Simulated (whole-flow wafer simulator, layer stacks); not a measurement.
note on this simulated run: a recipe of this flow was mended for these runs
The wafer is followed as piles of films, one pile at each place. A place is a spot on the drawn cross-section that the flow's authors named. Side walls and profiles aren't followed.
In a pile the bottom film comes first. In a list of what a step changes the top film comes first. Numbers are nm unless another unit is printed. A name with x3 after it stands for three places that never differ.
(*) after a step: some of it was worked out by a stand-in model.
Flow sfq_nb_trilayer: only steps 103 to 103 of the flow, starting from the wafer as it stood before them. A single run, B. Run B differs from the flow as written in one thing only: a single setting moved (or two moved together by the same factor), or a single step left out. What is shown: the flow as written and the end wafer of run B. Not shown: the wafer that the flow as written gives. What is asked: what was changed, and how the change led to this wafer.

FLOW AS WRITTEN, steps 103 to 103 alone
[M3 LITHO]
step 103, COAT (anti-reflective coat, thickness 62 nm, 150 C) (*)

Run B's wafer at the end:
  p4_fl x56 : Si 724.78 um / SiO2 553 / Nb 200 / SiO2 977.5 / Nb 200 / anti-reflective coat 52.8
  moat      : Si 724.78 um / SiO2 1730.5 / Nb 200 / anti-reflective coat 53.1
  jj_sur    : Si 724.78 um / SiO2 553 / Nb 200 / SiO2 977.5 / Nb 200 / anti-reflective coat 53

The reason: step 103, COAT: thickness 52.8 nm was run, whereas the flow has thickness 62 nm.
The wafer lets one read it off: p4_fl x56 has anti-reflective coat 52.8, and step 103 as written asks for 62 nm.

Step by step, how the change led to this:
  step 103, COAT (anti-reflective coat, thickness 62 nm, 150 C) (*)
      p4_fl x56, wl_j_sl x15, wl_d_m1, l0r_line_l x3, m0r_space_l x2: +52.8 anti-reflective coat (new film) (as written it would have been: +62 anti-reflective coat (new film))
      moat, field_r, lsp_l and 6 more: +53.1 anti-reflective coat (new film) (as written it would have been: +62.3 anti-reflective coat (new film))
      (as well as at 20 more places)
